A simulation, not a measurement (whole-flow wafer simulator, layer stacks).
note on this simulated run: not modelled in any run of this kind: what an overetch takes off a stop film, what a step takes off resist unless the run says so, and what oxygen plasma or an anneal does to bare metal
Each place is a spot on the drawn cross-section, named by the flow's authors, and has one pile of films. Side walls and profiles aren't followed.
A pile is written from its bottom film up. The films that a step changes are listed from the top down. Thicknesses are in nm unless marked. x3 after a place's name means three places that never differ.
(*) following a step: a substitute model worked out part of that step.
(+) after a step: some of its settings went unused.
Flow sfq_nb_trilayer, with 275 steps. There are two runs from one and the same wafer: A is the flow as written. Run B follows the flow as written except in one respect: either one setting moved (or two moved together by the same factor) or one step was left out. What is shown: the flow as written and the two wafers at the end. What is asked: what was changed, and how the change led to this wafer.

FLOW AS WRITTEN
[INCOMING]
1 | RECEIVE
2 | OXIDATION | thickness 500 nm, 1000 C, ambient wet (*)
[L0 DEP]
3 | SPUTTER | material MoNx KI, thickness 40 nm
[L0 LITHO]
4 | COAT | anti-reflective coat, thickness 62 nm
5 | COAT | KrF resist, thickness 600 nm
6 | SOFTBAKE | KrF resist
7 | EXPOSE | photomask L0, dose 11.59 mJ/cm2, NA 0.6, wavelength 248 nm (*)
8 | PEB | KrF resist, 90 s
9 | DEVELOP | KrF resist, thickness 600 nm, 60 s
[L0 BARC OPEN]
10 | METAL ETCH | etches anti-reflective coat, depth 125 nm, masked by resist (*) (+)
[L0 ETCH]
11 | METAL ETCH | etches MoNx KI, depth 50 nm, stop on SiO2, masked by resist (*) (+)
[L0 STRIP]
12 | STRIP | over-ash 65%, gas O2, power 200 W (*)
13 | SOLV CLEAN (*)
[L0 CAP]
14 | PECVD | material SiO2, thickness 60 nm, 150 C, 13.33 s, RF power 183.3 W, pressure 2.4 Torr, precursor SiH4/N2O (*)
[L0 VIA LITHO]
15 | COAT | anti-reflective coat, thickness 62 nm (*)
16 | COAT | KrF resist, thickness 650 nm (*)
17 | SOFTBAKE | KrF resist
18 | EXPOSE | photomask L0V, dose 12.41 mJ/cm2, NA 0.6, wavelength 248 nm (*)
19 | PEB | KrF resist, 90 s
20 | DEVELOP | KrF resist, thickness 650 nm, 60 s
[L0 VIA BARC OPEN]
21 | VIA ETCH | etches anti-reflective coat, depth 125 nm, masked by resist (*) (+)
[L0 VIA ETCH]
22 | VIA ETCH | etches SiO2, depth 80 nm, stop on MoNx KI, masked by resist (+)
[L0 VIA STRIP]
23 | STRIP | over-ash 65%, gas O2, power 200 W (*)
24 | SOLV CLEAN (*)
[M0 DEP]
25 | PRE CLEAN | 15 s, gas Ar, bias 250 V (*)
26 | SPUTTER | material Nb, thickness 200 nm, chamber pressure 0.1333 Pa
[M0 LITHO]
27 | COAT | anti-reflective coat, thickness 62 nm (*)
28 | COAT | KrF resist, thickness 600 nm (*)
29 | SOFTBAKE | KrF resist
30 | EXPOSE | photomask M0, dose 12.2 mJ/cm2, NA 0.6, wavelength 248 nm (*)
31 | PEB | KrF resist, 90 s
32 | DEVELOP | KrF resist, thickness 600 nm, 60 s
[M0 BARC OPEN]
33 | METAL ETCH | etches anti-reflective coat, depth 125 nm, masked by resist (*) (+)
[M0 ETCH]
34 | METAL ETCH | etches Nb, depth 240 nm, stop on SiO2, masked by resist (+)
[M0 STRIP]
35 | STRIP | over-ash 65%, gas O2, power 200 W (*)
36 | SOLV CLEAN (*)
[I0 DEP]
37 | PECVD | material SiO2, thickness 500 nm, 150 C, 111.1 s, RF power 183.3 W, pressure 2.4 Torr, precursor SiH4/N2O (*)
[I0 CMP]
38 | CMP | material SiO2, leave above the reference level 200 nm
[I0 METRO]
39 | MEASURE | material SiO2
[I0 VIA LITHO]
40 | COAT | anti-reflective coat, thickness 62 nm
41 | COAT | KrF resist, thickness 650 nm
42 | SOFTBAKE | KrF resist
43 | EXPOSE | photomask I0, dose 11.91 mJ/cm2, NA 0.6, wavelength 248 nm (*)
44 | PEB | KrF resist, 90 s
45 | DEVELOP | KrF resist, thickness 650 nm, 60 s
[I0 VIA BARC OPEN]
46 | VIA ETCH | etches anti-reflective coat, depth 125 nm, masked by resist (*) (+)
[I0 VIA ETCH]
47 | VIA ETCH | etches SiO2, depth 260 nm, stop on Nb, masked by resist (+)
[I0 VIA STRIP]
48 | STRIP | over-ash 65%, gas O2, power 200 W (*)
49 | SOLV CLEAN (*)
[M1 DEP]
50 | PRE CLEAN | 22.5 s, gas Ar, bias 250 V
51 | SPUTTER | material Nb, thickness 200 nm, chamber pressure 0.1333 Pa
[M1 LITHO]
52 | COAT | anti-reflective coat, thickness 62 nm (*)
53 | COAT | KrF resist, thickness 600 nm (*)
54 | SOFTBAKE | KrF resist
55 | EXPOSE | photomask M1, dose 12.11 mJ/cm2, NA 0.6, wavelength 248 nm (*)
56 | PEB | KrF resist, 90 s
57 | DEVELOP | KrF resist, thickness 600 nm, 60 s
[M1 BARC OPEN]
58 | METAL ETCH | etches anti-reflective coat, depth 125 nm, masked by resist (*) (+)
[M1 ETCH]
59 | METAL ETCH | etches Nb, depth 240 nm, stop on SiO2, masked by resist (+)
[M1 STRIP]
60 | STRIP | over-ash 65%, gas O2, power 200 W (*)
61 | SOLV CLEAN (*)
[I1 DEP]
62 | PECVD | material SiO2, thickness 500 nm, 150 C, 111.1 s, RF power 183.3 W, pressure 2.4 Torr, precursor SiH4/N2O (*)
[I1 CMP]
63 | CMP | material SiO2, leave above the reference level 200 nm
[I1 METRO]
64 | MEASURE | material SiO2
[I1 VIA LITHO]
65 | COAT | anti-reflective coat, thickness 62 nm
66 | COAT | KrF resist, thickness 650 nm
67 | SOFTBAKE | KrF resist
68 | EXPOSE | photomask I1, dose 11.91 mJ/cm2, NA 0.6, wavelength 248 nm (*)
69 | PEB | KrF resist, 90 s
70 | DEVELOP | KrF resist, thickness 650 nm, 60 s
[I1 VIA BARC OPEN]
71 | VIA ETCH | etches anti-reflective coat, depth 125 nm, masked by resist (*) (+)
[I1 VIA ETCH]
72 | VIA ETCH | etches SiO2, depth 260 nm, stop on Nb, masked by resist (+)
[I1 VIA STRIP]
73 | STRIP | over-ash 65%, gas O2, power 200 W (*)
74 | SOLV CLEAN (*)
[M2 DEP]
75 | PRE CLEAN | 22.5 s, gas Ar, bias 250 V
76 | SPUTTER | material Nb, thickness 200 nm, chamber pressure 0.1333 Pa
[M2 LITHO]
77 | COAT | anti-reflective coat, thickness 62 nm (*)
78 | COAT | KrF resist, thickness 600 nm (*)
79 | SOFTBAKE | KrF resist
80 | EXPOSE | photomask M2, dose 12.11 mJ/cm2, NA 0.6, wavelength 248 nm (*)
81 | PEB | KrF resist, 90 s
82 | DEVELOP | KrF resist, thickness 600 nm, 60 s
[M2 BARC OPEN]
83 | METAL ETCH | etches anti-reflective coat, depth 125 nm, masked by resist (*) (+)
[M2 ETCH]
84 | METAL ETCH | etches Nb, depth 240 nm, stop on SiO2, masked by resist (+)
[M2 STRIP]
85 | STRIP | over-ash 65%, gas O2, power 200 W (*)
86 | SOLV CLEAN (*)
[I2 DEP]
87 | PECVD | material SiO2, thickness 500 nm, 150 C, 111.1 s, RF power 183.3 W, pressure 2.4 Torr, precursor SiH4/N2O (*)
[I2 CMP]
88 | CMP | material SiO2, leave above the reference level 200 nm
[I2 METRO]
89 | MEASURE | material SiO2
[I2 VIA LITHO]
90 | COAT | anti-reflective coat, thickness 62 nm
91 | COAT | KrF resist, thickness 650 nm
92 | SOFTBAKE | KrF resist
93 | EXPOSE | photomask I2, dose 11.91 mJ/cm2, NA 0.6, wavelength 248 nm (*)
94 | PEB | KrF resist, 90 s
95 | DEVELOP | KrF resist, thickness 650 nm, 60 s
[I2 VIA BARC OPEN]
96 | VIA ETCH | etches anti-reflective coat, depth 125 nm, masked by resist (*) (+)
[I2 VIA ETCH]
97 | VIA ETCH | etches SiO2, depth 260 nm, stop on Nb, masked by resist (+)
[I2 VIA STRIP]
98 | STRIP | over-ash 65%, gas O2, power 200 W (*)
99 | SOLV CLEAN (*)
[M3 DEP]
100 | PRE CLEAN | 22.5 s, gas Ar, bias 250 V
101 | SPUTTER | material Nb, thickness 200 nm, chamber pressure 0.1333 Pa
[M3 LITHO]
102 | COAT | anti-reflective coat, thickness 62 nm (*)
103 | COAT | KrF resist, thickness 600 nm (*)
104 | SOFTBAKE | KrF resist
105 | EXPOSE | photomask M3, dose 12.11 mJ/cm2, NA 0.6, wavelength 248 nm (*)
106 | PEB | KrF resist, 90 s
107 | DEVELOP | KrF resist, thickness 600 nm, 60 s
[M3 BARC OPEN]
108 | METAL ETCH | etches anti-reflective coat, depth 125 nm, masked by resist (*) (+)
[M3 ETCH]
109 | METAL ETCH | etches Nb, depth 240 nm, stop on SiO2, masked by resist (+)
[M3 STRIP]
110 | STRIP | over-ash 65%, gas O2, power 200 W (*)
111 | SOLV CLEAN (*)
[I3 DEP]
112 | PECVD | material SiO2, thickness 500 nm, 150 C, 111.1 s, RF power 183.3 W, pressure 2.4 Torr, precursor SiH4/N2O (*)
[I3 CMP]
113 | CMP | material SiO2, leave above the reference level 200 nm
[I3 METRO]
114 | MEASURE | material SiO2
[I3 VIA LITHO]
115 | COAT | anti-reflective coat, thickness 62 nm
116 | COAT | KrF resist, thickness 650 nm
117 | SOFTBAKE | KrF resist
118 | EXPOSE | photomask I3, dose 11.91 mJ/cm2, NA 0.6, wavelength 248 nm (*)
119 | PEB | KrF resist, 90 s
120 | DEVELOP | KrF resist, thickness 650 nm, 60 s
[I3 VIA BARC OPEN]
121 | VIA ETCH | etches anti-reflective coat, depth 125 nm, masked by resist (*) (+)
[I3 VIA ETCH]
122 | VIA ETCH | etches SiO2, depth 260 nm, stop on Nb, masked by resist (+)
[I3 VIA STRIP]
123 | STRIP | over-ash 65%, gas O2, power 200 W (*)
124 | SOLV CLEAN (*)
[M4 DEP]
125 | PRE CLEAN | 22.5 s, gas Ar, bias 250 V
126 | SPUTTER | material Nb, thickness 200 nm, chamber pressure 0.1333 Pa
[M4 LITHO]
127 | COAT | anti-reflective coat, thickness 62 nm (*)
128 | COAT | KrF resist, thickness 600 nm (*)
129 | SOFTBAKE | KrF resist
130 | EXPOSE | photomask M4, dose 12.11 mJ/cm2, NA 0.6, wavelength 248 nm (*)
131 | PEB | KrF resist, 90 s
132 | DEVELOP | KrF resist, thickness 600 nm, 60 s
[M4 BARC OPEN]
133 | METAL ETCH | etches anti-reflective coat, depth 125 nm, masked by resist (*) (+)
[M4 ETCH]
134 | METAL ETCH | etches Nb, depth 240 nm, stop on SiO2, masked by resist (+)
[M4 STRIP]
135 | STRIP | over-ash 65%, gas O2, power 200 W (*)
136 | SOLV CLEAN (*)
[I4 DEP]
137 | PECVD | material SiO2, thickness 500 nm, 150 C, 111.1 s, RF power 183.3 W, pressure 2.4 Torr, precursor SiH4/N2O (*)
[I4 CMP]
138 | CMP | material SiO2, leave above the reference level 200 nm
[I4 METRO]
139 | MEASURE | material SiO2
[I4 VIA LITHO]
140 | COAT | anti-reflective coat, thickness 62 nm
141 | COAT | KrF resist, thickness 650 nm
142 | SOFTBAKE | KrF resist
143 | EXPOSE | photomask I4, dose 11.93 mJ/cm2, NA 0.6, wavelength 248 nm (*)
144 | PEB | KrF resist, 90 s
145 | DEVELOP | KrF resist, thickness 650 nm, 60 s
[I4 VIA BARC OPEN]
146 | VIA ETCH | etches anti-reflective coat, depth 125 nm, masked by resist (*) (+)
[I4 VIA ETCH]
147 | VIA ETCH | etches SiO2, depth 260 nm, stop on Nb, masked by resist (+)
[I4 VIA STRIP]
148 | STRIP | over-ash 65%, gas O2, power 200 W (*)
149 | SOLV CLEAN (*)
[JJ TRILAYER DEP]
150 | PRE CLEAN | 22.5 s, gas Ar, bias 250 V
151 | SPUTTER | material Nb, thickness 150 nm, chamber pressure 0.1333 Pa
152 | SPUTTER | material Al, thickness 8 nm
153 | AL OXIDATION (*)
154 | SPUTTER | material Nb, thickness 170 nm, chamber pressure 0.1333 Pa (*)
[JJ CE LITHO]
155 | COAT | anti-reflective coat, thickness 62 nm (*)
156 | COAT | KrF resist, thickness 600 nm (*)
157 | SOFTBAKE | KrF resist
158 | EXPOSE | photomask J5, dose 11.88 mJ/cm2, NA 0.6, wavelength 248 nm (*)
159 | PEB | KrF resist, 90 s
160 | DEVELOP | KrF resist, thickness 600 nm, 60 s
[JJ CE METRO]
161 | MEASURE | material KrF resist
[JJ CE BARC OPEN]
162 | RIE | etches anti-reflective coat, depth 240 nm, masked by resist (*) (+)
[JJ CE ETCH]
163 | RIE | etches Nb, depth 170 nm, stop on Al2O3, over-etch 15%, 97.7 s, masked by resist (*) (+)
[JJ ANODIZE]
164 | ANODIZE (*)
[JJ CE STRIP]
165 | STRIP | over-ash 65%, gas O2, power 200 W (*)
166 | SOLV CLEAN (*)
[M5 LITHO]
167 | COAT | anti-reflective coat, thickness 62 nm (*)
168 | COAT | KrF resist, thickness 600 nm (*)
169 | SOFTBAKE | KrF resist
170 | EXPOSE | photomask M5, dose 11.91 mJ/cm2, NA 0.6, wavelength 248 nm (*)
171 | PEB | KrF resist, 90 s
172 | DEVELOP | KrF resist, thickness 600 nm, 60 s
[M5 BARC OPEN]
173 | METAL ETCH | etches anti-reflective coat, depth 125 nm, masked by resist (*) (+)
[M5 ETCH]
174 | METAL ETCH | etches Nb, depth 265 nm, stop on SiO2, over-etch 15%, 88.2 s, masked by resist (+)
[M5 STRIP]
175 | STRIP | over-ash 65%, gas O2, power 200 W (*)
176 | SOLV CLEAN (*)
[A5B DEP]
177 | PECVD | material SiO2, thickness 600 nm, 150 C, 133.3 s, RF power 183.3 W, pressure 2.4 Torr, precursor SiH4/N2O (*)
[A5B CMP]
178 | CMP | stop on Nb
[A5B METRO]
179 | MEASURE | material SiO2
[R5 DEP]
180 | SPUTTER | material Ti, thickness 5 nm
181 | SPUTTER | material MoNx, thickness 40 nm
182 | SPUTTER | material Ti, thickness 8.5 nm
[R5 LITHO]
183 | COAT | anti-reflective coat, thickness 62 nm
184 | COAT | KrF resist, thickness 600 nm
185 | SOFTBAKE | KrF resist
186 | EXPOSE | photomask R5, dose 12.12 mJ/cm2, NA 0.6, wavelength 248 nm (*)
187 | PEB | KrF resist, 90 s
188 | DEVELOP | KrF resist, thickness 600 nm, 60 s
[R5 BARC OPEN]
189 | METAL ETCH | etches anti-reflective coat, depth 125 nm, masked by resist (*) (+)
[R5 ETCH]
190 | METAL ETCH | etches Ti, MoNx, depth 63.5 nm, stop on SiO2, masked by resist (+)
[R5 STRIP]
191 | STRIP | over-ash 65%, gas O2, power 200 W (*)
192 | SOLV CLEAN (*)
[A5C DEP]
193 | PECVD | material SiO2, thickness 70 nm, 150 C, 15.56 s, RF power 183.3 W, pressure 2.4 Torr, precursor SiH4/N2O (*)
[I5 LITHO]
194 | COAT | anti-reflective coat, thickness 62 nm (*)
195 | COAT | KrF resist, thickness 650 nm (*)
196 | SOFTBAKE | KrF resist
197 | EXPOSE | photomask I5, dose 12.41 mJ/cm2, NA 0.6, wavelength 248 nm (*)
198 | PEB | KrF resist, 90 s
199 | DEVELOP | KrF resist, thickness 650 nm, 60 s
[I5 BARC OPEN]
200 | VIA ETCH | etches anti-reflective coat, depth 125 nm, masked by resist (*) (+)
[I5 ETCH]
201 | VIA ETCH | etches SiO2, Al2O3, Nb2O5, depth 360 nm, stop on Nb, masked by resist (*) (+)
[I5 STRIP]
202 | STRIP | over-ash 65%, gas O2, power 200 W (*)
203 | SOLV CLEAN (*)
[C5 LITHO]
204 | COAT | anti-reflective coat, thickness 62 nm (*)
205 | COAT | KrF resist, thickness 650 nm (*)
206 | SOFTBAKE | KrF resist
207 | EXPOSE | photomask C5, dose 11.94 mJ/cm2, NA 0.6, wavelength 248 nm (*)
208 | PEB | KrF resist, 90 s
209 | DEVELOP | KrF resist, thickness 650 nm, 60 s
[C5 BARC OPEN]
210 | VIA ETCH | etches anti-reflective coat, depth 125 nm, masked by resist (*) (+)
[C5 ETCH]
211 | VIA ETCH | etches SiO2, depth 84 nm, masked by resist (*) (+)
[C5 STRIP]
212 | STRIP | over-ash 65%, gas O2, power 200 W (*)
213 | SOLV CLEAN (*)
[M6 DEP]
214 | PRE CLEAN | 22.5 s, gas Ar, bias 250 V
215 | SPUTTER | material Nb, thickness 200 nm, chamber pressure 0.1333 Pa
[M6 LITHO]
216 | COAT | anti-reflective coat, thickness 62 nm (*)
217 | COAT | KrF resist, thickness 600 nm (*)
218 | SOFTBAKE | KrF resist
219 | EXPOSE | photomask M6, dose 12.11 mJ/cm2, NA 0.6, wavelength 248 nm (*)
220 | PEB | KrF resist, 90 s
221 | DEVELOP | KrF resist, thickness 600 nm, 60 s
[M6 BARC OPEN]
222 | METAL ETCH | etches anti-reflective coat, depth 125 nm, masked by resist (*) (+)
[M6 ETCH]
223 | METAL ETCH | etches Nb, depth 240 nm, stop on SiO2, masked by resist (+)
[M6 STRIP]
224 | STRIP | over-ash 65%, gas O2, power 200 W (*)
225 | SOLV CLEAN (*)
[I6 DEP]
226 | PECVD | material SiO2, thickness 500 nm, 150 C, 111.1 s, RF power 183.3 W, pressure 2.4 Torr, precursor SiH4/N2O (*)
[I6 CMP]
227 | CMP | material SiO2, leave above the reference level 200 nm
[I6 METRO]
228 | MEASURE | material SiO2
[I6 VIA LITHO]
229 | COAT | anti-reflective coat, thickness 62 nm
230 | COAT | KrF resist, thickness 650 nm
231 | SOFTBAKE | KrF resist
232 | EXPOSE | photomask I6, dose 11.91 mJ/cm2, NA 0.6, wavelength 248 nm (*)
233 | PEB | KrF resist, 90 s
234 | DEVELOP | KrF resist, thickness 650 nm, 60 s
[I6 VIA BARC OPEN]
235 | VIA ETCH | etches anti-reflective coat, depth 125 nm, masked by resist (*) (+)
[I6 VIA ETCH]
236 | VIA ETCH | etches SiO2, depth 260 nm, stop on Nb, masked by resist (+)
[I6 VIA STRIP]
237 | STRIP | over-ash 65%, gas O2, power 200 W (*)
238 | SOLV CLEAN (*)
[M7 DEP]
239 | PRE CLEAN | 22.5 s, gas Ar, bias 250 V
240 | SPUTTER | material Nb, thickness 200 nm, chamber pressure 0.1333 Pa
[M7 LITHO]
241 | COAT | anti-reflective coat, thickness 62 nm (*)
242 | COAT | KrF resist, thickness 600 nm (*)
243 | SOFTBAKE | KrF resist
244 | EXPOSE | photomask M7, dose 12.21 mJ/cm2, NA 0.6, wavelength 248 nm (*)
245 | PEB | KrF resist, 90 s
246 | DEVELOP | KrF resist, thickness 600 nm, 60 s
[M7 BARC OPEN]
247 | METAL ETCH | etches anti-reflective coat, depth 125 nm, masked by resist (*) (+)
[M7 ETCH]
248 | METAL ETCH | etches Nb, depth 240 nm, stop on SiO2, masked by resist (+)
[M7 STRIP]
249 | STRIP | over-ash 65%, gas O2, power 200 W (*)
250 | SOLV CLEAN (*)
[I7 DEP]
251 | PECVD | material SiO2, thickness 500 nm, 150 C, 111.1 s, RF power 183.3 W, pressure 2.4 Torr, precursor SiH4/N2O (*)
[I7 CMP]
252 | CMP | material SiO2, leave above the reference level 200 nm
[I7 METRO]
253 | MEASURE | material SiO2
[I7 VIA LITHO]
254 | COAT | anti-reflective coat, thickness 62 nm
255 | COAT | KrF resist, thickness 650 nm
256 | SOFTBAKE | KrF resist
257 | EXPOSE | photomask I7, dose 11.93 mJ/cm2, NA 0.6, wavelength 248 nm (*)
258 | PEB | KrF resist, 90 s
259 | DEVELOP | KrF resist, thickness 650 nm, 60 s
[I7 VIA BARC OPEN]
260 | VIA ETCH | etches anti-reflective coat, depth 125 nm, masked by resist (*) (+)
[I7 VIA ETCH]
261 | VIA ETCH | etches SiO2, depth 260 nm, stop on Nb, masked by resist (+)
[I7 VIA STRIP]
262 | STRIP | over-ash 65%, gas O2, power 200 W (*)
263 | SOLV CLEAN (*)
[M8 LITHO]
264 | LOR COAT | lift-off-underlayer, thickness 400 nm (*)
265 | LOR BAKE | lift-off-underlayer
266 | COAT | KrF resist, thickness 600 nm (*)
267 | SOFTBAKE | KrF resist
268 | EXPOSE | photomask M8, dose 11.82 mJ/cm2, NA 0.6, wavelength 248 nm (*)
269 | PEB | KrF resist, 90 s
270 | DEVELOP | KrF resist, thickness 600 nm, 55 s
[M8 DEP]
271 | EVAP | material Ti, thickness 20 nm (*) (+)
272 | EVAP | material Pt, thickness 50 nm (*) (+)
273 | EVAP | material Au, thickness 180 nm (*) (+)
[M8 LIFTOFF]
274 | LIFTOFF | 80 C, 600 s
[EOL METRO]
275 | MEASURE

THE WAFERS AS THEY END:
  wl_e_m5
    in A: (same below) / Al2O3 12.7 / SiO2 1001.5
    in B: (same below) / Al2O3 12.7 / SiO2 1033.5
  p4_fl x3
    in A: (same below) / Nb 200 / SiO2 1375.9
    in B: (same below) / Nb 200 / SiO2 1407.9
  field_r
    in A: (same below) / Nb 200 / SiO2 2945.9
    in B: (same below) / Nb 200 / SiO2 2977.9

What caused this: step 240, SPUTTER: thickness 232 nm was run, though the flow has thickness 200 nm.

Step by step, how the change led to this:
  240 | SPUTTER | material Nb, thickness 200 nm, chamber pressure 0.1333 Pa
      field_l, v_sur, via_wl and 102 more: A +200 Nb (new film) | B +232 Nb (new film)
      via_v: A +161.1 Nb | B +187 Nb
  248 | METAL ETCH | etches Nb, depth 240 nm, stop on SiO2, masked by resist (+)
      field_l, field_r, lsp_l and 62 more: A -200 Nb (all of it) | B -232 Nb (all of it)
  251 | PECVD | material SiO2, thickness 500 nm, 150 C, 111.1 s, RF power 183.3 W, pressure 2.4 Torr, precursor SiH4/N2O (*)
      m7r_space_l x2: A +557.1 SiO2 | B +589.1 SiO2
  252 | CMP | material SiO2, leave above the reference level 200 nm
      field_l, p4_fl x3, p4_w1 x9 and 46 more: A -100 SiO2 | B -68 SiO2
      field_r, lsp_l: A -77.7 SiO2 | B -42.1 SiO2
      (and at 2 other places as well)
